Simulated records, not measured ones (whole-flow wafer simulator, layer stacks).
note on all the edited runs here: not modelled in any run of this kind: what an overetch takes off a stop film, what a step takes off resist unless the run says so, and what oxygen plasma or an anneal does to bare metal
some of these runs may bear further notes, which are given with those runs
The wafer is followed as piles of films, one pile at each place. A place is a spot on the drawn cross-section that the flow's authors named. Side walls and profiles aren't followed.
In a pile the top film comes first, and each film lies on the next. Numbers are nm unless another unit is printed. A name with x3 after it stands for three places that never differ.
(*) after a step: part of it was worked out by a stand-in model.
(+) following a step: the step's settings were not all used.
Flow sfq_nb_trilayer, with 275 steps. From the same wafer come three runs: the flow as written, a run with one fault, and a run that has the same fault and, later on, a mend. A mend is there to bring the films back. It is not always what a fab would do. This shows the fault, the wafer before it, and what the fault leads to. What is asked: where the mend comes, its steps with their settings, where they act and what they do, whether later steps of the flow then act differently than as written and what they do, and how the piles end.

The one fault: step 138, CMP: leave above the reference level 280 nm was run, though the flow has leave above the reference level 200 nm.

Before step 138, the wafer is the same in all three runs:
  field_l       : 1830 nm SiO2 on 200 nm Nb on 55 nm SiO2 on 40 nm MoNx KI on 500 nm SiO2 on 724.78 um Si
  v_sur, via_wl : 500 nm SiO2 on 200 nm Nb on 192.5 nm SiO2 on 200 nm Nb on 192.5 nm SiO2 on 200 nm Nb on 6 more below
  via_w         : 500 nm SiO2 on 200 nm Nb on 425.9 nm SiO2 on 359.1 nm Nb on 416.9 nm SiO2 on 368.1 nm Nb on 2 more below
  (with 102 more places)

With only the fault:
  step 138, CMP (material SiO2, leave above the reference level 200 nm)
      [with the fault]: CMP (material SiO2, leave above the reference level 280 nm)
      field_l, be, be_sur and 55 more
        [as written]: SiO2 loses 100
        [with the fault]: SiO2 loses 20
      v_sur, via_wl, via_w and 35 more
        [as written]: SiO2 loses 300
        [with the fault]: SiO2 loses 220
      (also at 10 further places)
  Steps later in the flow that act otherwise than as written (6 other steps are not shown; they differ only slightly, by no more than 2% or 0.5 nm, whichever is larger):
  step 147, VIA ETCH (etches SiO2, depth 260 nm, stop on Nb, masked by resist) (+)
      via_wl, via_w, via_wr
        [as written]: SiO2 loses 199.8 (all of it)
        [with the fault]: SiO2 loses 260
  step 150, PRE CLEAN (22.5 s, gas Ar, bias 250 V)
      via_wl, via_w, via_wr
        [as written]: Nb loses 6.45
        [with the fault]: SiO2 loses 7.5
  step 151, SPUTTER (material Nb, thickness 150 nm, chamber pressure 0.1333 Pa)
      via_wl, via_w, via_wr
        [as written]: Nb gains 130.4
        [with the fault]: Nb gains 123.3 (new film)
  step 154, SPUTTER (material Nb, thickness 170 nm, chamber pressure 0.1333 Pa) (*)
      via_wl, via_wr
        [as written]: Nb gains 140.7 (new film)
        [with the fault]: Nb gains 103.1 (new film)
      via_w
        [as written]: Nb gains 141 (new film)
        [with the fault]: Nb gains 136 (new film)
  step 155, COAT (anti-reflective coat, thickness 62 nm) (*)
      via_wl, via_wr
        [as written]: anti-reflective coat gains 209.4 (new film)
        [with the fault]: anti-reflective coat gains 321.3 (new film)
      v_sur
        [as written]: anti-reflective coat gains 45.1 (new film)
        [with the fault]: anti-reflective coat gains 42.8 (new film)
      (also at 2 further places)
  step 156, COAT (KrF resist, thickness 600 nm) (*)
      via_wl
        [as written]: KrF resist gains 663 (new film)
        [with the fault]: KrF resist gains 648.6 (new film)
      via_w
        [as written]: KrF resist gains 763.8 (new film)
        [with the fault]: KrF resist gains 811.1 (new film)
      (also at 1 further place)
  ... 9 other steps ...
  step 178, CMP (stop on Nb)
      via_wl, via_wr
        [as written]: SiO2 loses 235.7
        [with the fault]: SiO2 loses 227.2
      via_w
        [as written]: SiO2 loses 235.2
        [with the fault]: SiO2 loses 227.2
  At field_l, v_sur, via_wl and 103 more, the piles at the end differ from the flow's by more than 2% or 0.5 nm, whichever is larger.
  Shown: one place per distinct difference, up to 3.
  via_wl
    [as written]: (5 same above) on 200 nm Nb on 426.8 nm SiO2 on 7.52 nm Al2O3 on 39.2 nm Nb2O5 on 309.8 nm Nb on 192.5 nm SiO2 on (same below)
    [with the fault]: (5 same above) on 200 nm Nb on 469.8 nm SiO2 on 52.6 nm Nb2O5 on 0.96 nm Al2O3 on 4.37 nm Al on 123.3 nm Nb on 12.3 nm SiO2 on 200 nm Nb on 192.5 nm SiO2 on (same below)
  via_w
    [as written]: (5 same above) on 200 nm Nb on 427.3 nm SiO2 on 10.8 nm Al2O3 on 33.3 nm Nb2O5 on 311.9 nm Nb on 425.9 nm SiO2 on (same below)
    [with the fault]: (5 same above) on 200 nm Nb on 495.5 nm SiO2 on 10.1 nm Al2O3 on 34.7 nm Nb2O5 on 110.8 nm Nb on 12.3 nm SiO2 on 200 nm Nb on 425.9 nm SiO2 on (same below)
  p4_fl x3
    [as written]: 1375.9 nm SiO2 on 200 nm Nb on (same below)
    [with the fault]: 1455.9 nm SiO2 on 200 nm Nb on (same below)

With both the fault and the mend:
  The mend stands after step 145.
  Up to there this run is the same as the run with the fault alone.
  step 145a, STRIP (over-ash 65%, gas O2, power 200 W) (*)
      field_l, v_sur, via_sp and 100 more
        KrF resist loses 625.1 (all of it), anti-reflective coat loses 62 (all of it)
      via_wl, via_w, via_wr
        anti-reflective coat loses 62 (all of it)
  step 145b, CMP (material SiO2, leave above the reference level 200 nm) (the flow's step 138, run once more)
      field_l, v_sur, via_wl and 103 more
        SiO2 loses 80
  step 145c, COAT (anti-reflective coat, thickness 62 nm) (the flow's step 140, run once more)
      field_l, v_sur, via_wl and 103 more
        anti-reflective coat gains 62 (new film)
  step 145d, COAT (KrF resist, thickness 650 nm) (the flow's step 141, run once more)
      field_l, v_sur, via_wl and 103 more
        KrF resist gains 650 (new film)
  step 145e, SOFTBAKE (KrF resist) (the flow's step 142, run once more)
      alters no film at any place that is followed
  step 145f, EXPOSE (photomask I4, dose 11.93 mJ/cm2, NA 0.6, wavelength 248 nm) (*) (the flow's step 143, run once more)
      alters no film at any place that is followed
  step 145g, PEB (KrF resist, 90 s) (the flow's step 144, run once more)
      field_l, v_sur, via_wl and 103 more
        KrF resist loses 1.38
  step 145h, DEVELOP (KrF resist, thickness 650 nm, 60 s) (the flow's step 145, run once more)
      field_l, v_sur, via_sp and 100 more
        KrF resist loses 23.5
      via_wl, via_w, via_wr
        KrF resist loses 648.6 (all of it)
  Later steps of the flow that are run all act as written at every place that is followed.
  The piles end the same as the flow's at every place that both follow.
